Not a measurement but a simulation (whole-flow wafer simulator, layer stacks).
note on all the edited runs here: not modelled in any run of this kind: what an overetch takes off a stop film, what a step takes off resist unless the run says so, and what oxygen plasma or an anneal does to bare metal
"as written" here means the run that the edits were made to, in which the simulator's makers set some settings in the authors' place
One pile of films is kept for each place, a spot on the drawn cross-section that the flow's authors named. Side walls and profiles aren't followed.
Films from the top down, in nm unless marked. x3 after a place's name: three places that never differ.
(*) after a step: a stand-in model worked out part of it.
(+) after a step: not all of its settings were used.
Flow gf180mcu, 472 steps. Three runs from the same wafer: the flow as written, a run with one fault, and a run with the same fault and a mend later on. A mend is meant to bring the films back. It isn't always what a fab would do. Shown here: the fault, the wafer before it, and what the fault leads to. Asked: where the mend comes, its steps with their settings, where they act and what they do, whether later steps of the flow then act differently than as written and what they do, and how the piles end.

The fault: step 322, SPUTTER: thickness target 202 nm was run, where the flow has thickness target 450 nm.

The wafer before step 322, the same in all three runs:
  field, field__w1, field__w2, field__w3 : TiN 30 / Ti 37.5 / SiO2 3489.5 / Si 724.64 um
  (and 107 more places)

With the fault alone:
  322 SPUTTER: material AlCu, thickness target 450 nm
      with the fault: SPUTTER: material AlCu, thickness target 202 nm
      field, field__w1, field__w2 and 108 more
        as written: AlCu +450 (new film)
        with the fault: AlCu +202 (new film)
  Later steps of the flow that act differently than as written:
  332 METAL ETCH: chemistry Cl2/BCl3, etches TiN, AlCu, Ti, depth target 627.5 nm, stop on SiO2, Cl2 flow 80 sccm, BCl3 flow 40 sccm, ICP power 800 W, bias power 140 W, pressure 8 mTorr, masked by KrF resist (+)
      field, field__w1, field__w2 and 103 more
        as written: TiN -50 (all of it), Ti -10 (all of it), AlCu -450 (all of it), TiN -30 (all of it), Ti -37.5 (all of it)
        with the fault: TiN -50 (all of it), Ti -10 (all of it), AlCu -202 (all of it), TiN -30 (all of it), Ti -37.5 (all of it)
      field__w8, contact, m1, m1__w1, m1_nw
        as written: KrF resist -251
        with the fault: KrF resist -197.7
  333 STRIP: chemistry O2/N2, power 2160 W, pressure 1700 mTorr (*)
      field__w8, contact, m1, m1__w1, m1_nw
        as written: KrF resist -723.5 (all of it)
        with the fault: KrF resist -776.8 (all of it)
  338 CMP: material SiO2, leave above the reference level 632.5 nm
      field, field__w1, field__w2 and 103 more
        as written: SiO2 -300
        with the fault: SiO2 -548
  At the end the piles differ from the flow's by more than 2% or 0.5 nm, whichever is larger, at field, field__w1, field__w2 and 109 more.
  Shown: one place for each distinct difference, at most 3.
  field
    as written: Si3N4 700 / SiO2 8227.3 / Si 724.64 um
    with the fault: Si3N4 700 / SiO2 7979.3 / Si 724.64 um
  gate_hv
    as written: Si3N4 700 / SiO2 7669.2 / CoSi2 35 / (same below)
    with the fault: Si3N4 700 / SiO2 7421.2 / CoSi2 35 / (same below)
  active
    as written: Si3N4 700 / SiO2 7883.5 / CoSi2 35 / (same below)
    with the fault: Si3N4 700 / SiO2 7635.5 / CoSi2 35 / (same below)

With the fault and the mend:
  The mend comes after step 322.
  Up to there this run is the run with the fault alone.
  322a SPUTTER: material AlCu, thickness target 248 nm (the flow's step 322 once more, with other settings)
      field, field__w1, field__w2 and 108 more
        AlCu +248
  No later step of the flow acts differently than as written at any place that is followed.
  At the end the piles are the same as the flow's at every place that both follow.
